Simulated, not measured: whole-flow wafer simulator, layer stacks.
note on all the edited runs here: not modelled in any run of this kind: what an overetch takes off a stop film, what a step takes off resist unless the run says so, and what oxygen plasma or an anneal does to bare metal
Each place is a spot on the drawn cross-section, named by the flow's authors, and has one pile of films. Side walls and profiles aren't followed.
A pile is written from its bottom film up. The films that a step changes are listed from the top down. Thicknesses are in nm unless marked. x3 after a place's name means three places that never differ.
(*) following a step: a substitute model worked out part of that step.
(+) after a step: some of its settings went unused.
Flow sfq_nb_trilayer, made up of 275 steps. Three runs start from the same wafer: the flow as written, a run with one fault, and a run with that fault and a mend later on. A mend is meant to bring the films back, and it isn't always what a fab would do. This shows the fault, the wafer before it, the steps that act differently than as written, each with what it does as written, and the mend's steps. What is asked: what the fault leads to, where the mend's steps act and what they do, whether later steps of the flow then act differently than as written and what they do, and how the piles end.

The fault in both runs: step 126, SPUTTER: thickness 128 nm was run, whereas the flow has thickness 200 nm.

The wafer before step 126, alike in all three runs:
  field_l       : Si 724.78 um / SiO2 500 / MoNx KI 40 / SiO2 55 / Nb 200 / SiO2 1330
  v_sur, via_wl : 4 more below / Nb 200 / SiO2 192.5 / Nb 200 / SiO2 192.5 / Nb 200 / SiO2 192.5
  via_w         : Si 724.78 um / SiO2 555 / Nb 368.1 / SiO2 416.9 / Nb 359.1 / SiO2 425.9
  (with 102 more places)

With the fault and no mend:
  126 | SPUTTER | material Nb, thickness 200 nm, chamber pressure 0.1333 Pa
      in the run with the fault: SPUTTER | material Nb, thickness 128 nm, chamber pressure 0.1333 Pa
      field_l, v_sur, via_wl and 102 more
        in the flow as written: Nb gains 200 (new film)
        in the run with the fault: Nb gains 128 (new film)
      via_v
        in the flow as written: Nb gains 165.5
        in the run with the fault: Nb gains 105.6
  Later steps of the flow acting differently than as written (4 other steps are not shown; they differ only slightly, by no more than 2% or 0.5 nm, whichever is larger):
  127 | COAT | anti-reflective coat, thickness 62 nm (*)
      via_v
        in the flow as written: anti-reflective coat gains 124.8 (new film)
        in the run with the fault: anti-reflective coat gains 121.1 (new film)
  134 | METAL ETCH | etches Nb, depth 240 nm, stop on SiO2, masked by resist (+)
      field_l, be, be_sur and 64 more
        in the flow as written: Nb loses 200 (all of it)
        in the run with the fault: Nb loses 128 (all of it)
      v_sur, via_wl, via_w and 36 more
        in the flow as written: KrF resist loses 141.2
        in the run with the fault: KrF resist loses 112.9
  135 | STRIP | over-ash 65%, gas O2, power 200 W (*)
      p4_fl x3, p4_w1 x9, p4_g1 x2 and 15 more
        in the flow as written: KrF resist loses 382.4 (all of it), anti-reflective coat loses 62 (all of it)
        in the run with the fault: KrF resist loses 410.6 (all of it), anti-reflective coat loses 62 (all of it)
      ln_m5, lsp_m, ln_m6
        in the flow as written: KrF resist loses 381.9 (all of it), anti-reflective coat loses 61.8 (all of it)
        in the run with the fault: KrF resist loses 410.2 (all of it), anti-reflective coat loses 61.8 (all of it)
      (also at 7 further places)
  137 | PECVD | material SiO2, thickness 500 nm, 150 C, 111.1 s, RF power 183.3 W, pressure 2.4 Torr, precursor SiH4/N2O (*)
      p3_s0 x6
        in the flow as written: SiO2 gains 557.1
        in the run with the fault: SiO2 gains 500
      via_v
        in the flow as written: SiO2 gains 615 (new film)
        in the run with the fault: SiO2 gains 595.1 (new film)
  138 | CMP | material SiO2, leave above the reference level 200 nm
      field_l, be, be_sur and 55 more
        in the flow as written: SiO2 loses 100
        in the run with the fault: SiO2 loses 172
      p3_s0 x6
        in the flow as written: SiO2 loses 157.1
        in the run with the fault: SiO2 loses 172
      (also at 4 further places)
  By the end, the piles at field_l, v_sur, via_wl and 103 more depart from the flow's by more than 2% or 0.5 nm, whichever is larger.
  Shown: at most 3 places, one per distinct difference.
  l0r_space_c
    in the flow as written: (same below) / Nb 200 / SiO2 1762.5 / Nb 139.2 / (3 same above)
    in the run with the fault: (same below) / Nb 200 / SiO2 1690.5 / Nb 139.2 / (3 same above)
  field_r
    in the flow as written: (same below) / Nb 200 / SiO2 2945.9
    in the run with the fault: (same below) / Nb 200 / SiO2 2873.9
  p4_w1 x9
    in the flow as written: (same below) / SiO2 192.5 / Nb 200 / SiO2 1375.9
    in the run with the fault: (same below) / SiO2 192.5 / Nb 128 / SiO2 1375.9

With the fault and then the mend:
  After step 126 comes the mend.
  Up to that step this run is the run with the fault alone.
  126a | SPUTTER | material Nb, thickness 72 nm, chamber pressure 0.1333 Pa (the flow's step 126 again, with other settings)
      field_l, v_sur, via_wl and 102 more
        Nb gains 72
      via_v
        Nb gains 57.5
  Later steps of the flow that are run all act as written at every place that is followed, up to a difference of at most 2% or 0.5 nm, whichever is larger.
  At the end the piles are close to the flow's at the places that both follow, differing by at most 2% or 0.5 nm, whichever is larger.
